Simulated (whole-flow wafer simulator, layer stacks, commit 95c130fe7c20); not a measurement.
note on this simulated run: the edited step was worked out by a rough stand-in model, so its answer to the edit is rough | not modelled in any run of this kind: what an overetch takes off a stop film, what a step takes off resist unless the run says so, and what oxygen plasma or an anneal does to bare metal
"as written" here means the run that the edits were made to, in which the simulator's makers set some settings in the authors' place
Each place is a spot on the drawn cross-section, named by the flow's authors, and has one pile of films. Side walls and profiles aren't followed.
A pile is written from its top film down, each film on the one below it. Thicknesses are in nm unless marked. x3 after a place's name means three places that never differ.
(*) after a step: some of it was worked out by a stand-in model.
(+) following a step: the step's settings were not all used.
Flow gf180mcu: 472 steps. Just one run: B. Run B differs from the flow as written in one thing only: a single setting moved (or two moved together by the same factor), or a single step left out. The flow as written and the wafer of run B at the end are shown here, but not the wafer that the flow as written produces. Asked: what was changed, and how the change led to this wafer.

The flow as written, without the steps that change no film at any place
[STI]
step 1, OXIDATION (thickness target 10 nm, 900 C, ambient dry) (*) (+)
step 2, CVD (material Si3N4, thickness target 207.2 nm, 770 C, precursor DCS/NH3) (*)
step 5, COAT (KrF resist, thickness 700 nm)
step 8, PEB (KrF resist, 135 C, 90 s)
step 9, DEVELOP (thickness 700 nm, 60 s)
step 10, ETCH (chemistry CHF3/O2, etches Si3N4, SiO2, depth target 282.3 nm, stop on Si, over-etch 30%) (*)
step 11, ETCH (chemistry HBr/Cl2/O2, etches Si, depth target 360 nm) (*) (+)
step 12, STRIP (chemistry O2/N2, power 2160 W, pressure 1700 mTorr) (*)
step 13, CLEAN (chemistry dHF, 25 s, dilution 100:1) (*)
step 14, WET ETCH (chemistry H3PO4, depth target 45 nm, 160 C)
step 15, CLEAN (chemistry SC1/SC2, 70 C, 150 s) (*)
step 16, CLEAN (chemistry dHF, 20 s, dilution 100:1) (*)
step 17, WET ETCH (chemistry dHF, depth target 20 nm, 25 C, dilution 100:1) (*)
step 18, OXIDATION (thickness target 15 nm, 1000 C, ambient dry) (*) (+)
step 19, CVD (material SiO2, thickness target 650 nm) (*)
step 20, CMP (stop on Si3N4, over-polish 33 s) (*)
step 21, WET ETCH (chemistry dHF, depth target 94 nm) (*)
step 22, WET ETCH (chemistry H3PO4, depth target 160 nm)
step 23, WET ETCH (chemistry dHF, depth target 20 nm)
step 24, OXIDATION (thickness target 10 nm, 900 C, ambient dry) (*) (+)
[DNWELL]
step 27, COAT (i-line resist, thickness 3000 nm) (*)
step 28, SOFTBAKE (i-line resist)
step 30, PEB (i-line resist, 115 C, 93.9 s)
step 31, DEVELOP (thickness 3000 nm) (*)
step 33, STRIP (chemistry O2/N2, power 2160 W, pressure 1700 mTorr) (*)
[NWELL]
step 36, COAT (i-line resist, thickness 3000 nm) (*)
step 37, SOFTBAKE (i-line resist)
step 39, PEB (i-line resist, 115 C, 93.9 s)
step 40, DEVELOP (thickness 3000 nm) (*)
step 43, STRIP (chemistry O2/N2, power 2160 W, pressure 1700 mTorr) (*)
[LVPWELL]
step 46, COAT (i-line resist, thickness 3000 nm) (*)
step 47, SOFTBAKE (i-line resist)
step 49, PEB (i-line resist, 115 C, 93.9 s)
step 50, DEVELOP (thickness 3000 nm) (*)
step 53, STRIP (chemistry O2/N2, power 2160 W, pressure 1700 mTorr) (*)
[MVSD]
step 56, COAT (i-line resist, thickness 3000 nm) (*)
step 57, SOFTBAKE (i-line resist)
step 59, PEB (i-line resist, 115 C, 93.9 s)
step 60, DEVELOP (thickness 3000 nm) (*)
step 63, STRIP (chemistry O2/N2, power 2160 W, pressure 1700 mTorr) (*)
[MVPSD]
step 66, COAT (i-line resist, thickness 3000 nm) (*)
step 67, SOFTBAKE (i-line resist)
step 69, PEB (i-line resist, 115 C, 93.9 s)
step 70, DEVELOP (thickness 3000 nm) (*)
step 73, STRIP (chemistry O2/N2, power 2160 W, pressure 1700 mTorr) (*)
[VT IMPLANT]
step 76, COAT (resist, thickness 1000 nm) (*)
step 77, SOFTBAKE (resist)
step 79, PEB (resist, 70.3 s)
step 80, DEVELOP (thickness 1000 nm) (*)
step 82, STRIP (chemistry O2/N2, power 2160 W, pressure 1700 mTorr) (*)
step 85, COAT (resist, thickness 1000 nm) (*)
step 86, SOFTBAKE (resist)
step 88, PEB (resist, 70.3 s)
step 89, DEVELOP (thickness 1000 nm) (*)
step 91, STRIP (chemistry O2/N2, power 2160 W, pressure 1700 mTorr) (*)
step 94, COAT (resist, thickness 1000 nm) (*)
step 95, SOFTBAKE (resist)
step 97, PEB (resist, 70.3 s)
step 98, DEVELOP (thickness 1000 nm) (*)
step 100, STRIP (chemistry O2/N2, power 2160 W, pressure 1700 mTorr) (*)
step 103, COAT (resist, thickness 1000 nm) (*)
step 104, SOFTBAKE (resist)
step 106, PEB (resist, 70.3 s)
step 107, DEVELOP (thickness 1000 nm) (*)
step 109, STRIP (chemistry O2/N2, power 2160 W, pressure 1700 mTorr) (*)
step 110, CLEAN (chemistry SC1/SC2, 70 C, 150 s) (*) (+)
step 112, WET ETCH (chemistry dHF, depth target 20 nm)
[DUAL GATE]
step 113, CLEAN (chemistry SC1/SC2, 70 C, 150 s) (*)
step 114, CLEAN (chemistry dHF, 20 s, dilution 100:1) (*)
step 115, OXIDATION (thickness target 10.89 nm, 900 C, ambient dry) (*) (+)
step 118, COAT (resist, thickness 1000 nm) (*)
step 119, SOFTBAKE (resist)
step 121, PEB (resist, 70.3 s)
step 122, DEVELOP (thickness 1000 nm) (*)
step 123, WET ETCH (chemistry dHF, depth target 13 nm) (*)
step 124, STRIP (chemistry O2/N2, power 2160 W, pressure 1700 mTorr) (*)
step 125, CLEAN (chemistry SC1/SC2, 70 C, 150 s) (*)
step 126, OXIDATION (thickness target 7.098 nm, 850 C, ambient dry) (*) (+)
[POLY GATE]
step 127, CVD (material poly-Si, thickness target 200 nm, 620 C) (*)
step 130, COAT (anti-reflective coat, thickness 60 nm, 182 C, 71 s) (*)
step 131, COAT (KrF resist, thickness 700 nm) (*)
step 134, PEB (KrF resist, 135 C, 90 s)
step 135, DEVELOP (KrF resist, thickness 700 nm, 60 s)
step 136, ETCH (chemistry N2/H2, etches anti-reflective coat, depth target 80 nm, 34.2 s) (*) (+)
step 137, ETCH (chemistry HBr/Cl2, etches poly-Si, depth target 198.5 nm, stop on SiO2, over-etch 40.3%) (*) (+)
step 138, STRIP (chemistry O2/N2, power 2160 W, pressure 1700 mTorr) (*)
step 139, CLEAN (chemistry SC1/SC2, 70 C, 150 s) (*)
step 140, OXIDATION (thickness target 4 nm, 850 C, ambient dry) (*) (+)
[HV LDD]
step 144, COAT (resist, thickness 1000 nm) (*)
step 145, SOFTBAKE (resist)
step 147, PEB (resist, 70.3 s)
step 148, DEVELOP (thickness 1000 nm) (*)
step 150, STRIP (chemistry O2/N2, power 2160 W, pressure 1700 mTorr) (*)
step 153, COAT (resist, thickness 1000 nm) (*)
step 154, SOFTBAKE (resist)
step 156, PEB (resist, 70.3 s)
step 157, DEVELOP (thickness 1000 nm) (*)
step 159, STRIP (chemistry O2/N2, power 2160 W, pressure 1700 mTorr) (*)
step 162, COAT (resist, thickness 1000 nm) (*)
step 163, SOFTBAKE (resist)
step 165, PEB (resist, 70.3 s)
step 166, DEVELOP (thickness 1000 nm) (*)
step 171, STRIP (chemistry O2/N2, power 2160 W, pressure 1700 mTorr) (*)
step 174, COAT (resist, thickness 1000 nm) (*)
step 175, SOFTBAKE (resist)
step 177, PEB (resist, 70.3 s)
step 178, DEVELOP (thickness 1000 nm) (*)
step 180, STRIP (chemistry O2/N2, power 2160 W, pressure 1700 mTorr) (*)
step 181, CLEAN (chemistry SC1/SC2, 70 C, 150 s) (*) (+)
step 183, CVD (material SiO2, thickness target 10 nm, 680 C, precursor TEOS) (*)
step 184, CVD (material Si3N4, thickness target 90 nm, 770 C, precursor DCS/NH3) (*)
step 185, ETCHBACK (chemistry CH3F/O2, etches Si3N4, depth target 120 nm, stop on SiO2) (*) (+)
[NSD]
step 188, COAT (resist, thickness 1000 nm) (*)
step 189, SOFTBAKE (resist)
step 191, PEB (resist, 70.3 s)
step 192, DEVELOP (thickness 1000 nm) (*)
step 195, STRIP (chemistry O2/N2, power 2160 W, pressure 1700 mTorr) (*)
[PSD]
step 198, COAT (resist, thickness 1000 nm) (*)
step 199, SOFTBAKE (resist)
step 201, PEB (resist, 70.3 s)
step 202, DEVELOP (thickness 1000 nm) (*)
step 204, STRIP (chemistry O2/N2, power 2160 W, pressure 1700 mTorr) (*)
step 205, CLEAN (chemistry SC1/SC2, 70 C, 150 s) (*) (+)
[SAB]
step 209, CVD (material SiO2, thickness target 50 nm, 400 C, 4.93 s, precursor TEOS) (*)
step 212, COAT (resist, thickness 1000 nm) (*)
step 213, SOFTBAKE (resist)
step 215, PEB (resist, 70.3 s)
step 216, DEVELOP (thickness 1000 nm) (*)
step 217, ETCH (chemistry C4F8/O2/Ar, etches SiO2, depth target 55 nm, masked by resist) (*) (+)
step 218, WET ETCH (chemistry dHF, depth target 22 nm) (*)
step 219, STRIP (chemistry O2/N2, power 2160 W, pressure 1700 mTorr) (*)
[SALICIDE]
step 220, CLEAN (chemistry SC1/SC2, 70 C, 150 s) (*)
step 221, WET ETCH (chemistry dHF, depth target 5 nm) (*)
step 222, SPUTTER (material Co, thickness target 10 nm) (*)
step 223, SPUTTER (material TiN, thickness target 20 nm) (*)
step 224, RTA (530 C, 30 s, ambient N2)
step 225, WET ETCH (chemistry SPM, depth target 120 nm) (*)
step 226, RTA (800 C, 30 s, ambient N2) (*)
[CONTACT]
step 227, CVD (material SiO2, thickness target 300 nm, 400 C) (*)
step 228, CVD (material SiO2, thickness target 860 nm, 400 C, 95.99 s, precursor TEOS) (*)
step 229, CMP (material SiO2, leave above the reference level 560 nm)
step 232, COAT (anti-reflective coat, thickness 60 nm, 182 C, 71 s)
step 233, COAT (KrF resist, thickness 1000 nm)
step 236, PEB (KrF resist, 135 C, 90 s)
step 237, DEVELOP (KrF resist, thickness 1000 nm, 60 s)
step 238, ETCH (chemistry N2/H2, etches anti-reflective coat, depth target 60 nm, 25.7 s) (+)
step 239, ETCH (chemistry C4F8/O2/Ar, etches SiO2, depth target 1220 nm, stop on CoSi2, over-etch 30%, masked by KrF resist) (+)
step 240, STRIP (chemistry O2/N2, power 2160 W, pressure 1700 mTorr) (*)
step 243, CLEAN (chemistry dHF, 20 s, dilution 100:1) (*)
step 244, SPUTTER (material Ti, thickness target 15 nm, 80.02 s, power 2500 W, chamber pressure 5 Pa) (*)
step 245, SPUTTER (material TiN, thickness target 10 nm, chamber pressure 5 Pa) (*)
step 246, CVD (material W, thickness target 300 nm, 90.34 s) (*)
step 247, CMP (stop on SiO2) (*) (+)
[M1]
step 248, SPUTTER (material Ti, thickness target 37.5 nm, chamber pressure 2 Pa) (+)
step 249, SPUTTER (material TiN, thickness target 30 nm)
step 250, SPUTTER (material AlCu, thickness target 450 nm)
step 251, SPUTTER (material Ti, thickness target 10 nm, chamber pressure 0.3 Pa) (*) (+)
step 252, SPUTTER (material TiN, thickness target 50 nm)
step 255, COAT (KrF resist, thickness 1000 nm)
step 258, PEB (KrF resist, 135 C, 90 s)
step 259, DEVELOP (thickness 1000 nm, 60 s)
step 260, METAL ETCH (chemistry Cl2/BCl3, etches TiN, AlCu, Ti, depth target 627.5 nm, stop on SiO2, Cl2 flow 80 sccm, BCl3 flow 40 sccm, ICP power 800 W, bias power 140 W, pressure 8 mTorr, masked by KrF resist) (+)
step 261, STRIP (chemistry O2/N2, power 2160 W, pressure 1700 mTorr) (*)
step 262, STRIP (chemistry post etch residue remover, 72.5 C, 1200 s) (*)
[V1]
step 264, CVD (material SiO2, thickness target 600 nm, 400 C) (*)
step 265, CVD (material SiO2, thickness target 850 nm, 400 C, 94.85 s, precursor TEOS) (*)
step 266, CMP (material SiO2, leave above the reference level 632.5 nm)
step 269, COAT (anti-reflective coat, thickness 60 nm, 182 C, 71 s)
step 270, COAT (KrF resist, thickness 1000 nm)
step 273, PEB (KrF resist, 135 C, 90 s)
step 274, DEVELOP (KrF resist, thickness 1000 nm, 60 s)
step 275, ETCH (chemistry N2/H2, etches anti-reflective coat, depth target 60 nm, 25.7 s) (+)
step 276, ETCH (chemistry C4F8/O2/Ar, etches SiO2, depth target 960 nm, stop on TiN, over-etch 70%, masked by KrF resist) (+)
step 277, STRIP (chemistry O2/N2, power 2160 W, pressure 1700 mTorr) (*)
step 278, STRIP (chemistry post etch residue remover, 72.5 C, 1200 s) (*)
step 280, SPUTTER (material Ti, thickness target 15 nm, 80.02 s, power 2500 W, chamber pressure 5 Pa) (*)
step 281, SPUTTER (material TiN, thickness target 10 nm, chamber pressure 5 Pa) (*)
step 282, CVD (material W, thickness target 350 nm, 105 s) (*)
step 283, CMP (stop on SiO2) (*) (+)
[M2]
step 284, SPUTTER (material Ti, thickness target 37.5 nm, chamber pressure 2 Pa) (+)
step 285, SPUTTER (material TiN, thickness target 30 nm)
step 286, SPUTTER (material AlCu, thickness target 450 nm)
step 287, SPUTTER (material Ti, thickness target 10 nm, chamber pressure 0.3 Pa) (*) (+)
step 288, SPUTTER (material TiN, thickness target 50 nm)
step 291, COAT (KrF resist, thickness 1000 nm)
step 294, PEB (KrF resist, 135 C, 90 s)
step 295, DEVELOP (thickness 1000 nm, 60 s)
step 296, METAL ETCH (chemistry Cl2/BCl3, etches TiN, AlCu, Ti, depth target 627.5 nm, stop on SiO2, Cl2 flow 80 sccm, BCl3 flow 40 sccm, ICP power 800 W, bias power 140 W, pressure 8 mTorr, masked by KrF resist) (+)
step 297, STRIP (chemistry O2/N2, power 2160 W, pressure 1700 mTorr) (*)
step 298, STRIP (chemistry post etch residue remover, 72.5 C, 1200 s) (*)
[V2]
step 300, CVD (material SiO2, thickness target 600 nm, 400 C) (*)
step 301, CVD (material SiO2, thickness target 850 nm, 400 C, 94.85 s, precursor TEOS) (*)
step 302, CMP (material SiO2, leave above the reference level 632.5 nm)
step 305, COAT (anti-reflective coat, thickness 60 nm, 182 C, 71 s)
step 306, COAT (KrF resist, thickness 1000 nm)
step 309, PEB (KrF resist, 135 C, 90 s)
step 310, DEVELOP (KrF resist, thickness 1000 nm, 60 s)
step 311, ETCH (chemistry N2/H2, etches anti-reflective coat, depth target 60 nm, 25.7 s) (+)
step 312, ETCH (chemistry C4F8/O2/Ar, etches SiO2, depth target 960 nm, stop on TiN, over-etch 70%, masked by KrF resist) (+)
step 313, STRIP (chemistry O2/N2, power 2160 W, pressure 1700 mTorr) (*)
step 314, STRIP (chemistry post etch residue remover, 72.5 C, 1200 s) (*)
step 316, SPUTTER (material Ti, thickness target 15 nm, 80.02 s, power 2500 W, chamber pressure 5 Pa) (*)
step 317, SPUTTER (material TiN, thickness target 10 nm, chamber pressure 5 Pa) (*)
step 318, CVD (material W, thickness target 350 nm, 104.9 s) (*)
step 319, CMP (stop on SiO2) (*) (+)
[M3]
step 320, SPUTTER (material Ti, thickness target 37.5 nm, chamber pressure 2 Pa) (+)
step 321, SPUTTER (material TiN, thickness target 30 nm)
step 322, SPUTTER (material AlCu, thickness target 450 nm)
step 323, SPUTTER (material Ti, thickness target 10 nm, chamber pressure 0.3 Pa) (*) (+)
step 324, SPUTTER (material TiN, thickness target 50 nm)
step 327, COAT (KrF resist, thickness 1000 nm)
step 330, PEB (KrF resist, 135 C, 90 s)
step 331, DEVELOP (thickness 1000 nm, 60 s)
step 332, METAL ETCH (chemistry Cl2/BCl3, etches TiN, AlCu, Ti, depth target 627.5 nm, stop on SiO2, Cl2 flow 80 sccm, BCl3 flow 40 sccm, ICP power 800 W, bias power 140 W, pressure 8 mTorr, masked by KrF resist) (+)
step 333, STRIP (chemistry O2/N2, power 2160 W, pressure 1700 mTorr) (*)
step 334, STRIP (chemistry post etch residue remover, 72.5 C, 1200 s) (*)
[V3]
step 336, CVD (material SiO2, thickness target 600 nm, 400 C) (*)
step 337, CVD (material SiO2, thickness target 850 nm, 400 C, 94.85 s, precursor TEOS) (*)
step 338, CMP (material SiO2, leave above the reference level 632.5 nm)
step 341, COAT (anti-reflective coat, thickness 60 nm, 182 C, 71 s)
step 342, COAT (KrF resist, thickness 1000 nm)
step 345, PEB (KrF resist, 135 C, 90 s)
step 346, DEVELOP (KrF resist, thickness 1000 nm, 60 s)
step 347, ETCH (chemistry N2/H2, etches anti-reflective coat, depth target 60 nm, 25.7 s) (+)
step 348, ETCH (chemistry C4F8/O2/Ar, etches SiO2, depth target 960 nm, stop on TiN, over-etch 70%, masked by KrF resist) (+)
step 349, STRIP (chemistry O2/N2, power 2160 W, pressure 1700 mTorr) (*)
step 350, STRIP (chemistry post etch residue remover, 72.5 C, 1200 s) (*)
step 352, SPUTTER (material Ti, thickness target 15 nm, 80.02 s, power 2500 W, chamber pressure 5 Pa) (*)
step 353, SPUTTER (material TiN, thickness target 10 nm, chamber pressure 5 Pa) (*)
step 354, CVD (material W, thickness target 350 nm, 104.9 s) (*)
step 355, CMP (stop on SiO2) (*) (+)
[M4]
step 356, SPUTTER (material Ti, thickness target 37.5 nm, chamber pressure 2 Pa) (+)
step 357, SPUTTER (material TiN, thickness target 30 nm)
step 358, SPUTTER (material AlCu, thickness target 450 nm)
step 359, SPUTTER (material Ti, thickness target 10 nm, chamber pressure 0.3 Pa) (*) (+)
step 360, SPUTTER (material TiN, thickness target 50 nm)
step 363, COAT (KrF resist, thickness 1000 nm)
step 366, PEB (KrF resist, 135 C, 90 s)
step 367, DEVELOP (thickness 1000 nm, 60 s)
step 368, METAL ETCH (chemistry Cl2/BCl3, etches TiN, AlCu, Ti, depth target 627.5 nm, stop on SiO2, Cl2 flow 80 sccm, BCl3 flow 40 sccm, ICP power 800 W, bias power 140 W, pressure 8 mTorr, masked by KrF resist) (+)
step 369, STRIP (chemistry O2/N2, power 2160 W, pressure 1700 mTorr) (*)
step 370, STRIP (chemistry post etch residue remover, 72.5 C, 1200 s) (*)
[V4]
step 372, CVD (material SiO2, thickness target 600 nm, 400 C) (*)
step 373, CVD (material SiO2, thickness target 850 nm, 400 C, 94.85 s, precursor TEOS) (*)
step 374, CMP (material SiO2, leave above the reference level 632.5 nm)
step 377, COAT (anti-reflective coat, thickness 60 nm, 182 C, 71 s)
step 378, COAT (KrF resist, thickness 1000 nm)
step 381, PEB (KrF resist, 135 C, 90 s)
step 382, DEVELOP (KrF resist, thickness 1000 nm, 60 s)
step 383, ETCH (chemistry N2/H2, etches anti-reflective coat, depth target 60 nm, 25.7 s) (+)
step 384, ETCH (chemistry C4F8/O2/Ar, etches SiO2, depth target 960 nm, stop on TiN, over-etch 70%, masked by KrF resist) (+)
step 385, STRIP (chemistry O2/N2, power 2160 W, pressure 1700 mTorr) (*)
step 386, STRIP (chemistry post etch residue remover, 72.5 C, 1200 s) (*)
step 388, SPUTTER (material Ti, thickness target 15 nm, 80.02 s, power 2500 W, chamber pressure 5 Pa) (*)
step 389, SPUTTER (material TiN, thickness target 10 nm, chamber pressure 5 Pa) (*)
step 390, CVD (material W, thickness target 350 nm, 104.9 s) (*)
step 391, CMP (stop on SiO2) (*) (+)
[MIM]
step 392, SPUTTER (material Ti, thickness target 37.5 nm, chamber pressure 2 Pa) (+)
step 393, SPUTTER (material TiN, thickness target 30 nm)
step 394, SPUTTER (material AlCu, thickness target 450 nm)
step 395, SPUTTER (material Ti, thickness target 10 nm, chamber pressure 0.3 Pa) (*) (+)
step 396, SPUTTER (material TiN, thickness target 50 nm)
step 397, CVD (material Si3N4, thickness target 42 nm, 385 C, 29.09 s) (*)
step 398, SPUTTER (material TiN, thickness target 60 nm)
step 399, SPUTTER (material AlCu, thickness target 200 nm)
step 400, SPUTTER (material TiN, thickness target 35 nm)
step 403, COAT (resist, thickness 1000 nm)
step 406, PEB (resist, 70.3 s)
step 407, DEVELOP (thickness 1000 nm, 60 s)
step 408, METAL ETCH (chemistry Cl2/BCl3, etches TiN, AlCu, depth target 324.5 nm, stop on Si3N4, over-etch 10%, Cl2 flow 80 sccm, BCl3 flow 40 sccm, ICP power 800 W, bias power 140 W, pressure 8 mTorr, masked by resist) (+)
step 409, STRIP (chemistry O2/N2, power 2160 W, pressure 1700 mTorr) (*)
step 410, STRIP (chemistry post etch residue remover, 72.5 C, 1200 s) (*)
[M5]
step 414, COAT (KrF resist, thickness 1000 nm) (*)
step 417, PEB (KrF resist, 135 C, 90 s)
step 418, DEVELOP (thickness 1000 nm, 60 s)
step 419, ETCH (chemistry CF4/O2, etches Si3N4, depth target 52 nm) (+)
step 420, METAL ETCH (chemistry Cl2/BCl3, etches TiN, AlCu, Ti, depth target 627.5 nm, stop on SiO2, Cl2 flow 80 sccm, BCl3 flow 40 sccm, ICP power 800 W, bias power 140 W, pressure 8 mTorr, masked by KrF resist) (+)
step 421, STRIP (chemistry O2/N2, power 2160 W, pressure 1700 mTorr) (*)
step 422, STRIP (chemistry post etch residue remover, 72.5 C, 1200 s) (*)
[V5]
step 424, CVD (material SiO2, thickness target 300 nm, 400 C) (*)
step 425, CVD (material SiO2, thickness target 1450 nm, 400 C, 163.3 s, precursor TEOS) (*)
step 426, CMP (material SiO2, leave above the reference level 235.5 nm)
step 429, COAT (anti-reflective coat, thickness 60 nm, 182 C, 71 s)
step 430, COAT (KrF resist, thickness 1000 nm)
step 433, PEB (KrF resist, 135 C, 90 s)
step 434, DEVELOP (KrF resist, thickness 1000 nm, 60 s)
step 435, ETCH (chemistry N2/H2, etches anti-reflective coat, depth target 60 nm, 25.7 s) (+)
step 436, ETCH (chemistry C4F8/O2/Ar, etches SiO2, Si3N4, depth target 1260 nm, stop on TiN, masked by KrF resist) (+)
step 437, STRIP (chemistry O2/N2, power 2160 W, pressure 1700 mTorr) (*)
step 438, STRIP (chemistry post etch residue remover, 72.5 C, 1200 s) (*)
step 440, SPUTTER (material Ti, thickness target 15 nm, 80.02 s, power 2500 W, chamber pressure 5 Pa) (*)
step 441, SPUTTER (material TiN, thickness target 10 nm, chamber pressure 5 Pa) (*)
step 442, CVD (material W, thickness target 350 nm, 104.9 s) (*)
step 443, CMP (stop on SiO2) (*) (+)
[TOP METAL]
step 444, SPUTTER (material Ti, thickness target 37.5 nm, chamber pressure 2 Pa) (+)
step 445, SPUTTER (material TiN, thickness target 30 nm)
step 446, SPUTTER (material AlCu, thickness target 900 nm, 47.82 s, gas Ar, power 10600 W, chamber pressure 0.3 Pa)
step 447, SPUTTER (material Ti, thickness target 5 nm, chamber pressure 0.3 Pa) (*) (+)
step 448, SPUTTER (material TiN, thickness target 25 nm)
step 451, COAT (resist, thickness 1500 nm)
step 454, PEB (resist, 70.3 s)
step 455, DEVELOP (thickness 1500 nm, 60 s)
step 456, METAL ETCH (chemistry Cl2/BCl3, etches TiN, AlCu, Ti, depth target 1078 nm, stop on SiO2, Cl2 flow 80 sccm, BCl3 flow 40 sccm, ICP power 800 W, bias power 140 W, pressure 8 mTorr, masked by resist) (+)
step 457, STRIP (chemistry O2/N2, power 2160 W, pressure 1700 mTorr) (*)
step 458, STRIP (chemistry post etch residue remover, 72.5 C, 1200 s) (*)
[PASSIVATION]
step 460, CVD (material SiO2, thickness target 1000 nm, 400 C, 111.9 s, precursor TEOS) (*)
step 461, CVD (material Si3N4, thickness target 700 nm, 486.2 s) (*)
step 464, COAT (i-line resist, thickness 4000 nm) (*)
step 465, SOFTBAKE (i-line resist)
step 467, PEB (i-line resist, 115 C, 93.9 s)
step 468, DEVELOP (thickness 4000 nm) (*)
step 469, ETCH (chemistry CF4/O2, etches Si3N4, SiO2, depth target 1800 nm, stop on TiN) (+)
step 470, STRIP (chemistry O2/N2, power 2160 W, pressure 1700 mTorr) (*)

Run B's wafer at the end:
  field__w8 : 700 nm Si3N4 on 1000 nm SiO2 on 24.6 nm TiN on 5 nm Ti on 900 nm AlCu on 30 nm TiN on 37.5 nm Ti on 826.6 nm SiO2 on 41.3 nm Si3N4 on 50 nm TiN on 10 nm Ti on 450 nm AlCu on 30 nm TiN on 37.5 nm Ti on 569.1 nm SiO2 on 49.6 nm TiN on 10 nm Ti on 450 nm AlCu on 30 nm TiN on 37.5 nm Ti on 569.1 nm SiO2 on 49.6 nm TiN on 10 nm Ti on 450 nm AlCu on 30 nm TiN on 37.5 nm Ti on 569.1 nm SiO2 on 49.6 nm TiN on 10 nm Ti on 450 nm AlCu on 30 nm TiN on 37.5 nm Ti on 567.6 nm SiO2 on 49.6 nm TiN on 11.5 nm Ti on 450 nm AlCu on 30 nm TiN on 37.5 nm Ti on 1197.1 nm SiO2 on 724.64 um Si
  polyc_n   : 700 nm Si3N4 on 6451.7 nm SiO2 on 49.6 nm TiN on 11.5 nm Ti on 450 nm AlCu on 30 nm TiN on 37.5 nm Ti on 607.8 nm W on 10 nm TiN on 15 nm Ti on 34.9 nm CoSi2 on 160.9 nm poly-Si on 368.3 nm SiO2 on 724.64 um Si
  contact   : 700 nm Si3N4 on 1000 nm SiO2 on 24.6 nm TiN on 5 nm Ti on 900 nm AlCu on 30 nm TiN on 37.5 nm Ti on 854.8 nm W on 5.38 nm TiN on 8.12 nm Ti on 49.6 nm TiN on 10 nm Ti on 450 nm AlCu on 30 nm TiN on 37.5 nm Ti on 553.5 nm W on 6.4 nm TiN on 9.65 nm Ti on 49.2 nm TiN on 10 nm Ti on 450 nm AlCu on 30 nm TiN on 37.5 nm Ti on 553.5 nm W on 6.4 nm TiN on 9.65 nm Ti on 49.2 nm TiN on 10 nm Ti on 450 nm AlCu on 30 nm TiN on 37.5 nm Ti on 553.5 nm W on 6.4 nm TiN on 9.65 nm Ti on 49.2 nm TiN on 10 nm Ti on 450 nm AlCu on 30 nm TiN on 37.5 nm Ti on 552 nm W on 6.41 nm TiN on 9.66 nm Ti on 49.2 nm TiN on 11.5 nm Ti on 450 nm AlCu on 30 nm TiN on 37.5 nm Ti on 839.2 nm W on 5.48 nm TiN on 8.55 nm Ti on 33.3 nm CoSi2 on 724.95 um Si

Cause: step 251, SPUTTER: thickness target 11.5 nm was run, while the flow as written has thickness target 10 nm.
One can read it off the wafer: field__w8 has Ti 11.5, and step 251 as written asks for 10 nm.

Step by step, how the change led to this:
  step 251, SPUTTER (material Ti, thickness target 10 nm, chamber pressure 0.3 Pa) (*) (+)
      field, field__w1, field__w2 and 108 more: +11.5 Ti (new film) (as written it would have been: +10 Ti (new film))
  step 260, METAL ETCH (chemistry Cl2/BCl3, etches TiN, AlCu, Ti, depth target 627.5 nm, stop on SiO2, Cl2 flow 80 sccm, BCl3 flow 40 sccm, ICP power 800 W, bias power 140 W, pressure 8 mTorr, masked by KrF resist) (+)
      field, field__w1, field__w2 and 99 more: -50 TiN (all of it), -11.5 Ti (all of it), -450 AlCu (all of it), -30 TiN (all of it), -37.5 Ti (all of it) (as written it would have been: -50 TiN (all of it), -10 Ti (all of it), -450 AlCu (all of it), -30 TiN (all of it), -37.5 Ti (all of it))
